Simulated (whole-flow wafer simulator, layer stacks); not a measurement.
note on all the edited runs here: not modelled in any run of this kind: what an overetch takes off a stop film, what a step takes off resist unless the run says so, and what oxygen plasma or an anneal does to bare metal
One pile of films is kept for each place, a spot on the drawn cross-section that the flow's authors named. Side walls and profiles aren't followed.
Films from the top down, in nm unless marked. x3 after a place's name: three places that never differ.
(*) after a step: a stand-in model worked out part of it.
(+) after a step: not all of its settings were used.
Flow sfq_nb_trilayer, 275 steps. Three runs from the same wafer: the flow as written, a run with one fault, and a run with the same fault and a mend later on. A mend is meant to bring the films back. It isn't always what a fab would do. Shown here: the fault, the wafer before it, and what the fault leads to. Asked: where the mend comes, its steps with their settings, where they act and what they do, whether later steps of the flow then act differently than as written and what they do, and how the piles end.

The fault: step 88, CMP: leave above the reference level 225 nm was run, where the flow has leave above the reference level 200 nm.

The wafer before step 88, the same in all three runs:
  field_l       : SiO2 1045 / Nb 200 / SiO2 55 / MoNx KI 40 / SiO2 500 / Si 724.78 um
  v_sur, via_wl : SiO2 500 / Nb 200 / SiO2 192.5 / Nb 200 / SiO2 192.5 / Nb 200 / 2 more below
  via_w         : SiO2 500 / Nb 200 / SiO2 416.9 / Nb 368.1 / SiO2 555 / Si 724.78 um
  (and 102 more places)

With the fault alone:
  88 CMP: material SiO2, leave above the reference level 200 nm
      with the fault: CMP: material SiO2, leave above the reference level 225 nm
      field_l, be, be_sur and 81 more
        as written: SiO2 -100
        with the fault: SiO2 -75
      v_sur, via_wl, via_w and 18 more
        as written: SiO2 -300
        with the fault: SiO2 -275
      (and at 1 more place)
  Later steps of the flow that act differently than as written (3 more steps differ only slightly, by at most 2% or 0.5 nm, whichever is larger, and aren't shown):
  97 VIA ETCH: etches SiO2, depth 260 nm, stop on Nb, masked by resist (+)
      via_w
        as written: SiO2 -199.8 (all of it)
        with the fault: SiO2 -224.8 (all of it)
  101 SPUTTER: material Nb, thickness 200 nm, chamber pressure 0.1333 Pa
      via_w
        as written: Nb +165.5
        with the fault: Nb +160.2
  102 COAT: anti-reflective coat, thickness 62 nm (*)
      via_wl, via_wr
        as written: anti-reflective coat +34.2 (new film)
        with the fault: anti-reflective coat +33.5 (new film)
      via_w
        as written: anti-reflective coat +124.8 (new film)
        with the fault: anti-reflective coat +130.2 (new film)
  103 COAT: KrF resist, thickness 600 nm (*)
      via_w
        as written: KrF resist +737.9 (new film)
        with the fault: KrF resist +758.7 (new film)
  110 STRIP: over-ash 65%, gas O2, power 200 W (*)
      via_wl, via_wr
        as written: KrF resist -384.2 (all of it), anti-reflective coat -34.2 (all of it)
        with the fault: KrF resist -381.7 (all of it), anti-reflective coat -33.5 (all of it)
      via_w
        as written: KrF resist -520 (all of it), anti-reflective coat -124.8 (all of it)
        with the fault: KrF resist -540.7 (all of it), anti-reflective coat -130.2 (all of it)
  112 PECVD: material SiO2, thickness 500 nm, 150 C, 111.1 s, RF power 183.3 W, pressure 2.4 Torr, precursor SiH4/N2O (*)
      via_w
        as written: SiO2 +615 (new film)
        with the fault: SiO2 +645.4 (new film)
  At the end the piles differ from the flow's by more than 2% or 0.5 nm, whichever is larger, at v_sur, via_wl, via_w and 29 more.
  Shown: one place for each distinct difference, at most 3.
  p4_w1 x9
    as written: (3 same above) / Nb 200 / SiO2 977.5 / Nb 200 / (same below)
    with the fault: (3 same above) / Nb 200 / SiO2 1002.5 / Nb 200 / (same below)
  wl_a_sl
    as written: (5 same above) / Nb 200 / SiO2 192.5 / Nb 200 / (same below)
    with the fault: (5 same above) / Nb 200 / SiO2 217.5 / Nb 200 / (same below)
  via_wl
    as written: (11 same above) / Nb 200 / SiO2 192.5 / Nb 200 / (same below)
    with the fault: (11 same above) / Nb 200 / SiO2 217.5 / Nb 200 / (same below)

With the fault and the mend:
  The mend comes after step 95.
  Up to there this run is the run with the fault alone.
  95a STRIP: over-ash 65%, gas O2, power 200 W (*)
      field_l, v_sur, via_wl and 102 more
        KrF resist -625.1 (all of it), anti-reflective coat -62 (all of it)
      via_w
        anti-reflective coat -62 (all of it)
  95b CMP: material SiO2, leave above the reference level 200 nm (the flow's step 88 once more)
      field_l, v_sur, via_wl and 103 more
        SiO2 -25
  95c COAT: anti-reflective coat, thickness 62 nm (the flow's step 90 once more)
      field_l, v_sur, via_wl and 103 more
        anti-reflective coat +62 (new film)
  95d COAT: KrF resist, thickness 650 nm (the flow's step 91 once more)
      field_l, v_sur, via_wl and 103 more
        KrF resist +650 (new film)
  95e SOFTBAKE: KrF resist (the flow's step 92 once more)
      changes no film at any place that is followed
  95f EXPOSE: photomask I2, dose 11.91 mJ/cm2, NA 0.6, wavelength 248 nm (*) (the flow's step 93 once more)
      changes no film at any place that is followed
  95g PEB: KrF resist, 90 s (the flow's step 94 once more)
      field_l, v_sur, via_wl and 103 more
        KrF resist -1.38
  95h DEVELOP: KrF resist, thickness 650 nm, 60 s (the flow's step 95 once more)
      field_l, v_sur, via_wl and 102 more
        KrF resist -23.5
      via_w
        KrF resist -648.6 (all of it)
  No later step of the flow acts differently than as written at any place that is followed.
  At the end the piles are the same as the flow's at every place that both follow.
